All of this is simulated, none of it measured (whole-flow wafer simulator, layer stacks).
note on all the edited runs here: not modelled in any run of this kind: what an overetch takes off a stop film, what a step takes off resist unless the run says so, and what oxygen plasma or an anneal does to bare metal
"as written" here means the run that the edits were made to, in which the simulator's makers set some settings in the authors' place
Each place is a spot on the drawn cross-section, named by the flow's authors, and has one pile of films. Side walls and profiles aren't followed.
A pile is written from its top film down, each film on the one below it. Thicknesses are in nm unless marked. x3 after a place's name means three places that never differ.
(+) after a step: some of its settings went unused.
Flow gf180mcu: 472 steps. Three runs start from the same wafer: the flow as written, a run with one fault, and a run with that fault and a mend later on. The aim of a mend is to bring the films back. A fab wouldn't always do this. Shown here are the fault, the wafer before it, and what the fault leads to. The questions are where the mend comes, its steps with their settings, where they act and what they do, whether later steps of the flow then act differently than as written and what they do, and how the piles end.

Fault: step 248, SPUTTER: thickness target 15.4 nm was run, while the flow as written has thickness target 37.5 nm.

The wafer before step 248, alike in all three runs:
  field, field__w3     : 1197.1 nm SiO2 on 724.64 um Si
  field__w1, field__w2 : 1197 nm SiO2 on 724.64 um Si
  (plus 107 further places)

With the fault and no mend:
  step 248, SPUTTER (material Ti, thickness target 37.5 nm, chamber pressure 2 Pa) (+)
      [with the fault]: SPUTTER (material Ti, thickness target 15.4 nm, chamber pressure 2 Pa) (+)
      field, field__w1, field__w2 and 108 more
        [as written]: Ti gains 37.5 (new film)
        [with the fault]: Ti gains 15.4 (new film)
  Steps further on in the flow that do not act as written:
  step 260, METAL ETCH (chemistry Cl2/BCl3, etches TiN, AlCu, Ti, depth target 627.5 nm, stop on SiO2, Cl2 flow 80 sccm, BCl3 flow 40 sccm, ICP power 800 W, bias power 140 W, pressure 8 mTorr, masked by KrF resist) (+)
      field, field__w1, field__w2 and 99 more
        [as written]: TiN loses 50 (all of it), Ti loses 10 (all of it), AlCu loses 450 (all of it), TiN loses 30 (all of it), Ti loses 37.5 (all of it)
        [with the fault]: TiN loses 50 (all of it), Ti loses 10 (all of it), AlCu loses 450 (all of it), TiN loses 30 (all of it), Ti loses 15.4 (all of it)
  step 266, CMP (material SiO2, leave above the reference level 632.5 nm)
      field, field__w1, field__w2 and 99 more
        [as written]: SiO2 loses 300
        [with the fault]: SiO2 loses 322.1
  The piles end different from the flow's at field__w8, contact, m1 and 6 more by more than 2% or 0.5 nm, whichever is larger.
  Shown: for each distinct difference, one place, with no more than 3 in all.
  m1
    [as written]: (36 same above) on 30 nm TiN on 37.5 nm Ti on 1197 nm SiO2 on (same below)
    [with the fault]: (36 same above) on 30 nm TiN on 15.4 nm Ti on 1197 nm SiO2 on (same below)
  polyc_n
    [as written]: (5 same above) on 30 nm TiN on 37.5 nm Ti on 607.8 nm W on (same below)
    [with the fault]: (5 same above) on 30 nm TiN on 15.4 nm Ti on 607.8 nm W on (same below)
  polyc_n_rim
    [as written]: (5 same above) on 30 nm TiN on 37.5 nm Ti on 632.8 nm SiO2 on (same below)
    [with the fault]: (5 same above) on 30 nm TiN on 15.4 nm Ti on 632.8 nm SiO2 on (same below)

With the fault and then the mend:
  The mend stands after step 248.
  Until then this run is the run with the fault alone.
  step 248a, SPUTTER (material Ti, thickness target 22.1 nm, chamber pressure 2 Pa) (+) (the flow's step 248 again, with other settings)
      field, field__w1, field__w2 and 108 more
        Ti gains 22.1
  None of the later steps of the flow acts differently than as written at any place that is followed.
  At every place that both follow, the piles at the end match the flow's.
